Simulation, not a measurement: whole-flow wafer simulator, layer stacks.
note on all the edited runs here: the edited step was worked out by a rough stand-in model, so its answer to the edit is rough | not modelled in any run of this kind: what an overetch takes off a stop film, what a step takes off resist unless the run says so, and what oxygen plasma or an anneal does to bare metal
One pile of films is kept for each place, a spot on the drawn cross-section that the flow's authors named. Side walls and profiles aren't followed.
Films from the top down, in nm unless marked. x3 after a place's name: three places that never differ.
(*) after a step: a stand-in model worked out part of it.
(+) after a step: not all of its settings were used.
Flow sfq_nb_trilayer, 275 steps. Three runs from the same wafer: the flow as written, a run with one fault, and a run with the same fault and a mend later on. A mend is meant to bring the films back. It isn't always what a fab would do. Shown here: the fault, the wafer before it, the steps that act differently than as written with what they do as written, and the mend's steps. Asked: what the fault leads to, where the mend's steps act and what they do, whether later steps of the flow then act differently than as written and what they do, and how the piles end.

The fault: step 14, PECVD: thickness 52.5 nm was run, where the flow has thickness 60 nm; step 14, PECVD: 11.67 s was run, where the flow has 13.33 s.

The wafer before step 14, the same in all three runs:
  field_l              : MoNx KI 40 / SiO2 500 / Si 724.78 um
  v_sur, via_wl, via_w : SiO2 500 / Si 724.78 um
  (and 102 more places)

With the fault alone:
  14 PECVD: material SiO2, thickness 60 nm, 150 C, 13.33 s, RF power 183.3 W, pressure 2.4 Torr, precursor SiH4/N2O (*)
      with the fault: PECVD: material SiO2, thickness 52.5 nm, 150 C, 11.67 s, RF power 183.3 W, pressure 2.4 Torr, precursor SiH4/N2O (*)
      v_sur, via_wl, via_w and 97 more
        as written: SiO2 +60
        with the fault: SiO2 +52.5
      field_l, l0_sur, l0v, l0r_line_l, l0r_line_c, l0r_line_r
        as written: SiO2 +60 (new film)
        with the fault: SiO2 +52.5 (new film)
  Later steps of the flow that act differently than as written (8 more steps differ only slightly, by at most 2% or 0.5 nm, whichever is larger, and aren't shown):
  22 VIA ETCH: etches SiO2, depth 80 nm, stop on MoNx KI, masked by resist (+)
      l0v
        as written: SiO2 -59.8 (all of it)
        with the fault: SiO2 -52.3 (all of it)
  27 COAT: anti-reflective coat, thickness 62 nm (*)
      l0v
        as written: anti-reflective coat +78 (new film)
        with the fault: anti-reflective coat +75.7 (new film)
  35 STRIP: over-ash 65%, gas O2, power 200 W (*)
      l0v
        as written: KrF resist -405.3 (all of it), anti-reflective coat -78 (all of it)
        with the fault: KrF resist -400.6 (all of it), anti-reflective coat -75.7 (all of it)
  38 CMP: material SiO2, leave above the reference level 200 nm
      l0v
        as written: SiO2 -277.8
        with the fault: SiO2 -286.5
  At the end the piles differ from the flow's by more than 2% or 0.5 nm, whichever is larger, at field_l, l0_sur, l0r_line_l, l0r_line_c, l0r_line_r.
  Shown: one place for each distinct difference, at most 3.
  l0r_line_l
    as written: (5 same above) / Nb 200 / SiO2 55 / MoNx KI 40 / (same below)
    with the fault: (5 same above) / Nb 200 / SiO2 47.5 / MoNx KI 40 / (same below)
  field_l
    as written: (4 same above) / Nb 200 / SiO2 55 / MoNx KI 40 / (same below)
    with the fault: (4 same above) / Nb 200 / SiO2 47.5 / MoNx KI 40 / (same below)
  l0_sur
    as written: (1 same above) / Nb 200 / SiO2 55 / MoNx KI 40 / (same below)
    with the fault: (1 same above) / Nb 200 / SiO2 47.5 / MoNx KI 40 / (same below)

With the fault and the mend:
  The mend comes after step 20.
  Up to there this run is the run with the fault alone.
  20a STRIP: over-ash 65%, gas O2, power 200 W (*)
      p4_fl x3, p4_w1 x9, p4_g1 x2 and 59 more
        KrF resist -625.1 (all of it), anti-reflective coat -62 (all of it)
      jj_sur, ce_l, c5j, ce_r, sp_r, be_r, r_sur
        KrF resist -632 (all of it), anti-reflective coat -63.7 (all of it)
      l0r_line_l, l0r_line_c, l0r_line_r
        KrF resist -621.1 (all of it), anti-reflective coat -58.9 (all of it)
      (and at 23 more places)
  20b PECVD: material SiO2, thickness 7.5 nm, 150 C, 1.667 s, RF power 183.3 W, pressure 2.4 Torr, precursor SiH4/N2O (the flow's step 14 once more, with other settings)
      field_l, v_sur, via_wl and 103 more
        SiO2 +7.5
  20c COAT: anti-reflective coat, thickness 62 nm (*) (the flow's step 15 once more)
      p4_fl x3, p4_w1 x9, p4_g1 x2 and 59 more
        anti-reflective coat +62 (new film)
      be_sur, gap, jj_sur and 8 more
        anti-reflective coat +63.7 (new film)
      wire, be, moat, field_r, lsp_l
        anti-reflective coat +63.8 (new film)
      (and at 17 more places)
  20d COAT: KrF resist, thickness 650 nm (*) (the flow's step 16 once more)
      p4_fl x3, p4_w1 x9, p4_g1 x2 and 59 more
        KrF resist +650 (new film)
      ce_l, c5j, ce_r, sp_r, be_r
        KrF resist +656.9 (new film)
      gap, jj_sur, r_sur, res
        KrF resist +657 (new film)
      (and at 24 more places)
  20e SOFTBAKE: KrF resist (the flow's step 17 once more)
      changes no film at any place that is followed
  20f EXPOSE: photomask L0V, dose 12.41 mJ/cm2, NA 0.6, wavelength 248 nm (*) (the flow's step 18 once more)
      changes no film at any place that is followed
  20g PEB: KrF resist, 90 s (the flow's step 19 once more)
      p4_fl x3, p4_w1 x9, p4_g1 x2 and 59 more
        KrF resist -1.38
      via_v, wire, be and 15 more
        KrF resist -1.39
      v_sur, via_w, via_wr, via_sp, lsp_m, ln_m6, lsp_r
        KrF resist -1.4
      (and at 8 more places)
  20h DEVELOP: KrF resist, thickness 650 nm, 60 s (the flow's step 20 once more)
      field_l, v_sur, via_wl and 102 more
        KrF resist -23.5
      l0v
        KrF resist -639 (all of it)
  No later step of the flow acts differently than as written, at any place that is followed, by more than 2% or 0.5 nm, whichever is larger.
  At the end the piles are the same as the flow's at every place that both follow.
